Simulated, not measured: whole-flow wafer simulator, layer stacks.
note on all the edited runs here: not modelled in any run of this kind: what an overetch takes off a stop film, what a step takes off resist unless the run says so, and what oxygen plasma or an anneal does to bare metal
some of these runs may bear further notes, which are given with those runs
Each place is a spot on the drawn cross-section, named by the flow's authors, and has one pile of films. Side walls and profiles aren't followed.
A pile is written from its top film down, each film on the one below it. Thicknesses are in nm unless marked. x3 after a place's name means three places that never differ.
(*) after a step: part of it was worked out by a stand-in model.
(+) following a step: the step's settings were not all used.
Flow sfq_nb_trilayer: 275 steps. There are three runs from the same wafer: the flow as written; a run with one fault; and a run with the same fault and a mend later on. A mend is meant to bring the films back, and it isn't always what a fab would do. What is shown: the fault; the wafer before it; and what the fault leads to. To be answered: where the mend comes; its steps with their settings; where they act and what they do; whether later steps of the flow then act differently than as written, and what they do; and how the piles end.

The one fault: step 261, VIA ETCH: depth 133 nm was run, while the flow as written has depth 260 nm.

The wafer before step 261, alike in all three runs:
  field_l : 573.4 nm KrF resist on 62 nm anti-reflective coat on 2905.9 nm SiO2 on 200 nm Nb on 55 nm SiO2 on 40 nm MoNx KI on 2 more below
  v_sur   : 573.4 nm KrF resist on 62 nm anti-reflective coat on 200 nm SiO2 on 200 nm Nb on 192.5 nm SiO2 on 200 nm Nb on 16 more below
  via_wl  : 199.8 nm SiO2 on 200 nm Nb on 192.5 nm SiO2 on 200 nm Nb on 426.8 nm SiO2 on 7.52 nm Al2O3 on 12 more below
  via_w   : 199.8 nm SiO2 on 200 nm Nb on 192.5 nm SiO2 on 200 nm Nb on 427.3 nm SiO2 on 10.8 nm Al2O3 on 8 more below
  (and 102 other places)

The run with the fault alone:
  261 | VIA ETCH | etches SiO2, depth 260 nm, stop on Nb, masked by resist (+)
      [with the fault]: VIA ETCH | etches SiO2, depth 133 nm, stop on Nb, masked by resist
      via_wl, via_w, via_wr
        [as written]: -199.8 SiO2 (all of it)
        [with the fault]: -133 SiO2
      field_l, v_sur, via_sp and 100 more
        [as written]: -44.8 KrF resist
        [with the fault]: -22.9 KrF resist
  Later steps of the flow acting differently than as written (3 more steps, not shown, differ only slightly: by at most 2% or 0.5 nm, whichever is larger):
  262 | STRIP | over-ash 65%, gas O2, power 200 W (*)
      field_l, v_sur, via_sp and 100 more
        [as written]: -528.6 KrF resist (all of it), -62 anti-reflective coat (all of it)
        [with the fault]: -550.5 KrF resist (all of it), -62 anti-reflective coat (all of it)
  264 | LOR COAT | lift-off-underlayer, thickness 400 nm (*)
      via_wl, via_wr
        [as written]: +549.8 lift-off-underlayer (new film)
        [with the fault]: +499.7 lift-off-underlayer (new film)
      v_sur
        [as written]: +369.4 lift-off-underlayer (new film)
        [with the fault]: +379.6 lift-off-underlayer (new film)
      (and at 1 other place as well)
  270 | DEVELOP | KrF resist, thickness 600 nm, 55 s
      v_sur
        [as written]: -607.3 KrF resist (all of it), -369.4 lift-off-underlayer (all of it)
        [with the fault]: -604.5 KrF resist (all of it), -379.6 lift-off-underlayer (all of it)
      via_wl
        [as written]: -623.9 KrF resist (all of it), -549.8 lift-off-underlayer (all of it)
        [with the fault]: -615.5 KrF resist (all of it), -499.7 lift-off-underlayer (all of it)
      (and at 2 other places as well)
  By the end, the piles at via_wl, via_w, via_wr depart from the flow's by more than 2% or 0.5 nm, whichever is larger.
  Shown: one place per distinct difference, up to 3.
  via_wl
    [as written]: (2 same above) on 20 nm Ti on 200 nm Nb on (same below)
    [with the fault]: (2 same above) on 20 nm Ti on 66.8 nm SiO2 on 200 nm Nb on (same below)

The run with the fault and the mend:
  The mend follows step 261.
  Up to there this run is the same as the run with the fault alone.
  261a | VIA ETCH | etches SiO2, depth 127 nm, stop on Nb, masked by resist (+) (the flow's step 261, run once more with other settings)
      field_l, v_sur, via_sp and 100 more
        -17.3 KrF resist
      via_wl, via_w, via_wr
        -66.8 SiO2 (all of it)
  Every later step of the flow that is run acts as written, at every place that is followed, to within 2% or 0.5 nm, whichever is larger.
  The piles end the same as the flow's at every place that both follow.
